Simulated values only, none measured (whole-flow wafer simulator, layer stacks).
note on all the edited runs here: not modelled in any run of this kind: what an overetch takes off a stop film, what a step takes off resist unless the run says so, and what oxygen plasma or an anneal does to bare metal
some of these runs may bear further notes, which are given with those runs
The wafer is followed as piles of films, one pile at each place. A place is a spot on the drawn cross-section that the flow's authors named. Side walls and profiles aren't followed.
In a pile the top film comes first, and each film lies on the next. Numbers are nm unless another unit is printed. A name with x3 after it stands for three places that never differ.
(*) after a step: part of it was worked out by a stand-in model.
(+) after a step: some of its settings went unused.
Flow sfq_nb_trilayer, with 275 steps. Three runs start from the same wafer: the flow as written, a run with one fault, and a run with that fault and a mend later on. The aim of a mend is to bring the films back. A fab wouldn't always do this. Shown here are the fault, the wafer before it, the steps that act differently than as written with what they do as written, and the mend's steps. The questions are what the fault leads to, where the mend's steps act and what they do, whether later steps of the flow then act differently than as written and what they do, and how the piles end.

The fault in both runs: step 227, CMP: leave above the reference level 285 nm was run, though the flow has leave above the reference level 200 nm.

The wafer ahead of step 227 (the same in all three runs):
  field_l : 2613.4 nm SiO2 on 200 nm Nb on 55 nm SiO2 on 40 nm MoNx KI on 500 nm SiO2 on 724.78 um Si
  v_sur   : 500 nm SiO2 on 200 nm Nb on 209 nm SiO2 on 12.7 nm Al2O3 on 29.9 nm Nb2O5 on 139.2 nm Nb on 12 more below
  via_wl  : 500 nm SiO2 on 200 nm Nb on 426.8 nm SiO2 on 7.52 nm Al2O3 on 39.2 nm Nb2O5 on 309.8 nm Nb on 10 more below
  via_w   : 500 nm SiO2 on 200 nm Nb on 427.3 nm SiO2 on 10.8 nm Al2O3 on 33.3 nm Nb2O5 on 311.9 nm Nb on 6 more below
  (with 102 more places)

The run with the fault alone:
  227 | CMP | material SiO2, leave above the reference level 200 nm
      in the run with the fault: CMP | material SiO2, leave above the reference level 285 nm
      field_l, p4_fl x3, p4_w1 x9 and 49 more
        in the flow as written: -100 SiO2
        in the run with the fault: -15 SiO2
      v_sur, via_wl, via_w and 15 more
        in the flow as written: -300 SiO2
        in the run with the fault: -215 SiO2
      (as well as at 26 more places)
  Later steps of the flow acting differently than as written (not shown: 4 more steps that differ only slightly, by at most 2% or 0.5 nm, whichever is larger):
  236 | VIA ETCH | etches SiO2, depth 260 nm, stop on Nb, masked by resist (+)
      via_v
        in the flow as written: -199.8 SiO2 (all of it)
        in the run with the fault: -260 SiO2
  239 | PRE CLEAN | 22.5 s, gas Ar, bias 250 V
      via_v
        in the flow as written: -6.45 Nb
        in the run with the fault: -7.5 SiO2
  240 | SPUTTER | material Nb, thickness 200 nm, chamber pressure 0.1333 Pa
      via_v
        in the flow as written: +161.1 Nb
        in the run with the fault: +146.9 Nb (new film)
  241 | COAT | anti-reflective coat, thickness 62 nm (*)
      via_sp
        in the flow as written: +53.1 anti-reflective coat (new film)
        in the run with the fault: +50 anti-reflective coat (new film)
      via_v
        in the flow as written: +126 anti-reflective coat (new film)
        in the run with the fault: +129.5 anti-reflective coat (new film)
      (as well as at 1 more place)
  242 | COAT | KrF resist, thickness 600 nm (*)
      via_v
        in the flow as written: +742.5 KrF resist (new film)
        in the run with the fault: +801.5 KrF resist (new film)
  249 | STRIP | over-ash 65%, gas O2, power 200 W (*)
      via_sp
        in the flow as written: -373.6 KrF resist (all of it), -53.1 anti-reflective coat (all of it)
        in the run with the fault: -369.5 KrF resist (all of it), -50 anti-reflective coat (all of it)
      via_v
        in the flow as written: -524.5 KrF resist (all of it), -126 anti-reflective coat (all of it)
        in the run with the fault: -583.4 KrF resist (all of it), -129.5 anti-reflective coat (all of it)
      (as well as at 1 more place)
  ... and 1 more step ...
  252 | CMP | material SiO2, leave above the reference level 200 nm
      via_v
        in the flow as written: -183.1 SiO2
        in the run with the fault: -157.1 SiO2
  By the end, the piles at field_l, v_sur, via_wl and 103 more depart from the flow's by more than 2% or 0.5 nm, whichever is larger.
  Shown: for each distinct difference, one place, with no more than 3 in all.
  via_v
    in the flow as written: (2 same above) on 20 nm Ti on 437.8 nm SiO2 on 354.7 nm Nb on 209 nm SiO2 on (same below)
    in the run with the fault: (2 same above) on 20 nm Ti on 513.3 nm SiO2 on 146.9 nm Nb on 17.3 nm SiO2 on 200 nm Nb on 209 nm SiO2 on (same below)
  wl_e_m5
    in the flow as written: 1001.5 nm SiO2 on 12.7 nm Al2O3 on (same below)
    in the run with the fault: 1086.5 nm SiO2 on 12.7 nm Al2O3 on (same below)
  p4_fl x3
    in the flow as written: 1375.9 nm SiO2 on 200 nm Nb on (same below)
    in the run with the fault: 1460.9 nm SiO2 on 200 nm Nb on (same below)

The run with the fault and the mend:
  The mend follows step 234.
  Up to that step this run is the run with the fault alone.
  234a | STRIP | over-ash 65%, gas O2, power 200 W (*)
      field_l, v_sur, via_wl and 102 more
        -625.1 KrF resist (all of it), -62 anti-reflective coat (all of it)
      via_v
        -62 anti-reflective coat (all of it)
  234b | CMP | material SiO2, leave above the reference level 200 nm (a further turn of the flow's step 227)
      field_l, v_sur, via_wl and 103 more
        -85 SiO2
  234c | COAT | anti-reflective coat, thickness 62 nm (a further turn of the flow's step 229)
      field_l, v_sur, via_wl and 103 more
        +62 anti-reflective coat (new film)
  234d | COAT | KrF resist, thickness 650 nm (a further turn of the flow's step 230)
      field_l, v_sur, via_wl and 103 more
        +650 KrF resist (new film)
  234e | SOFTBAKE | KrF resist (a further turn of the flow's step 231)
      alters no film at any place that is followed
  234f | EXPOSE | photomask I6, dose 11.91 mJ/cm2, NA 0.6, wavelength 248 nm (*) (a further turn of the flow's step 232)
      alters no film at any place that is followed
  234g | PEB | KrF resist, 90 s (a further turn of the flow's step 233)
      field_l, v_sur, via_wl and 103 more
        -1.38 KrF resist
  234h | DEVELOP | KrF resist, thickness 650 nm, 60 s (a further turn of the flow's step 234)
      field_l, v_sur, via_wl and 102 more
        -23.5 KrF resist
      via_v
        -648.6 KrF resist (all of it)
  None of the later steps of the flow acts differently than as written at any place that is followed.
  At every place that both follow, the piles at the end match the flow's.
